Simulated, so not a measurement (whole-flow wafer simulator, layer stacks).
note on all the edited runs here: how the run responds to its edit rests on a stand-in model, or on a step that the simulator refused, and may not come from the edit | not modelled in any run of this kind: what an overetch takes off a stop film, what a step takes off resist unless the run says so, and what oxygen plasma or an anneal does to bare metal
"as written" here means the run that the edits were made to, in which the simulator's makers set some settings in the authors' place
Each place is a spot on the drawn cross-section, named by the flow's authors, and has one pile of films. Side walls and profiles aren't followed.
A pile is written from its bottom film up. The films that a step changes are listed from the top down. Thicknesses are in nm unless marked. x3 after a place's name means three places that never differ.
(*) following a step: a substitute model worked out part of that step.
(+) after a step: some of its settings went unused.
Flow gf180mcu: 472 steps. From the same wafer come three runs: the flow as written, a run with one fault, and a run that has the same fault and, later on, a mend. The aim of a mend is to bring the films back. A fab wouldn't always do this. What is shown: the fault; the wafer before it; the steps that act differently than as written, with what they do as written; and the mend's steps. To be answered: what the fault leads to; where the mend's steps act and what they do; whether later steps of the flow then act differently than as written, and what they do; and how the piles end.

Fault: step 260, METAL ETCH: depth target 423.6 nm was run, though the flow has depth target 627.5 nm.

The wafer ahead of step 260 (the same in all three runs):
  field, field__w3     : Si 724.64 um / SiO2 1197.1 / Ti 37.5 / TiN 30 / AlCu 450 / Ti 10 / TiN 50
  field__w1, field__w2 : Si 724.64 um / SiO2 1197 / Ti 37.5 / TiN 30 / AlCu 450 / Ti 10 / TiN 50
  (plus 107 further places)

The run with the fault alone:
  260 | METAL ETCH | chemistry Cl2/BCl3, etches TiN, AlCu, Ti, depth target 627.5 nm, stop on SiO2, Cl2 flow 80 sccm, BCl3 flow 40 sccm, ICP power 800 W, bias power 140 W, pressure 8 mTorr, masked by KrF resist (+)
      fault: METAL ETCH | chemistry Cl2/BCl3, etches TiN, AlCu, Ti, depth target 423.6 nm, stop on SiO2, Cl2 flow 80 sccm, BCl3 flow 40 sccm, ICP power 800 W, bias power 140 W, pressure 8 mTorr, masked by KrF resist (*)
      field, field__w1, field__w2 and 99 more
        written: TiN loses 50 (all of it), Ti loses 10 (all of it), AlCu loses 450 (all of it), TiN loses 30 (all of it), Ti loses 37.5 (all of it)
        fault: TiN loses 50 (all of it), Ti loses 10 (all of it), AlCu loses 363.6
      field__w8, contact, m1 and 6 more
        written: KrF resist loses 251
        fault: KrF resist loses 169.4
  Steps later in the flow that act otherwise than as written:
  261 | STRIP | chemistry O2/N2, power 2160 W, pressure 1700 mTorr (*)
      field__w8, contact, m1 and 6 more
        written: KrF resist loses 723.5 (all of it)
        fault: KrF resist loses 805.1 (all of it)
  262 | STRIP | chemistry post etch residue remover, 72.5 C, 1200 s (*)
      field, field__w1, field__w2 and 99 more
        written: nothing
        fault: AlCu loses 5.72
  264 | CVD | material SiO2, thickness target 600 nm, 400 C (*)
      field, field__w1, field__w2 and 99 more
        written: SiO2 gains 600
        fault: SiO2 gains 600 (new film)
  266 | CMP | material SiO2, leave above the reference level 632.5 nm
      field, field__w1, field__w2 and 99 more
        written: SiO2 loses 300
        fault: SiO2 loses 448.2
  The piles end different from the flow's at field, field__w1, field__w2 and 100 more by more than 2% or 0.5 nm, whichever is larger.
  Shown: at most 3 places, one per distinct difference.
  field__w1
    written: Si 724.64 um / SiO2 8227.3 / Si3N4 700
    fault: Si 724.64 um / SiO2 1197 / Ti 37.5 / TiN 30 / AlCu 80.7 / SiO2 6882.1 / Si3N4 700
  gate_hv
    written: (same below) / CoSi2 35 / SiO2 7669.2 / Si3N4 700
    fault: (same below) / CoSi2 35 / SiO2 638.9 / Ti 37.5 / TiN 30 / AlCu 80.7 / SiO2 6882.1 / Si3N4 700
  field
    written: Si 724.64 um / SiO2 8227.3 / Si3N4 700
    fault: Si 724.64 um / SiO2 1197.1 / Ti 37.5 / TiN 30 / AlCu 80.7 / SiO2 6882.1 / Si3N4 700

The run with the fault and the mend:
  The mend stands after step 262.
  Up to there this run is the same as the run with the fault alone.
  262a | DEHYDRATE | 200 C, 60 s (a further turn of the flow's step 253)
      does not change any film at any place that is followed
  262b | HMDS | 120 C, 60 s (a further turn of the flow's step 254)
      does not change any film at any place that is followed
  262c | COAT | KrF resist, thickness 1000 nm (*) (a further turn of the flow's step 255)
      iso_ptap_pw, iso_ntap_nw, iso_nw_fld and 33 more
        KrF resist gains 1000 (new film)
      field__w1, field__w2, field__w3 and 17 more
        KrF resist gains 1002.8 (new film)
      field_sub__w2, field_sub__w4, ld_acc_p and 8 more
        KrF resist gains 1002.7 (new film)
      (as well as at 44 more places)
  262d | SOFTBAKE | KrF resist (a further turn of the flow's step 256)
      does not change any film at any place that is followed
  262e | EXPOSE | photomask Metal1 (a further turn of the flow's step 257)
      does not change any film at any place that is followed
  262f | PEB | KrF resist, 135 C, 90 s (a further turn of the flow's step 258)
      field__w1, field__w2, field__w3 and 56 more
        KrF resist loses 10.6
      iso_ptap_pw, iso_ntap_nw, iso_nw_fld and 33 more
        KrF resist loses 10.5
      gate_hv, sd_p, nw_sep_fld
        KrF resist loses 10.7
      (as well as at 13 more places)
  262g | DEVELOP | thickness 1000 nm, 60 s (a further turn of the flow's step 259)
      iso_ptap_pw, iso_ntap_nw, iso_nw_fld and 33 more
        KrF resist loses 989.5 (all of it)
      field__w1, field__w2, field__w3 and 13 more
        KrF resist loses 992.3 (all of it)
      field_sub__w2, field_sub__w4, ld_drn_n and 7 more
        KrF resist loses 992.1 (all of it)
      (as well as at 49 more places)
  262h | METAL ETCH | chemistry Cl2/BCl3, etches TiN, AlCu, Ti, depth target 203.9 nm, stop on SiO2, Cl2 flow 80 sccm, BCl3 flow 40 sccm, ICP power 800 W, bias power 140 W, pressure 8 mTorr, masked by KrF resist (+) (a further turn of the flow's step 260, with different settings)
      field, field__w1, field__w2 and 99 more
        AlCu loses 80.7 (all of it), TiN loses 30 (all of it), Ti loses 37.5 (all of it)
      field__w8, contact, m1 and 6 more
        KrF resist loses 81.6
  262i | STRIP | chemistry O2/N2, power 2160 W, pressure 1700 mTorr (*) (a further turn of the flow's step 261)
      field__w8
        KrF resist loses 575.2 (all of it)
      contact
        KrF resist loses 573.2 (all of it)
      m1
        KrF resist loses 575.7 (all of it)
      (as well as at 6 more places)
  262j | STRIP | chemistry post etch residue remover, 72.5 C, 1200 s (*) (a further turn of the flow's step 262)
      field__w8, contact, m1 and 6 more
        TiN loses 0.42
  None of the later steps of the flow differs from how it acts as written, at any place that is followed, by more than 2% or 0.5 nm, whichever is larger.
  The piles end only slightly different from the flow's at the places that both follow, by no more than 2% or 0.5 nm, whichever is larger.
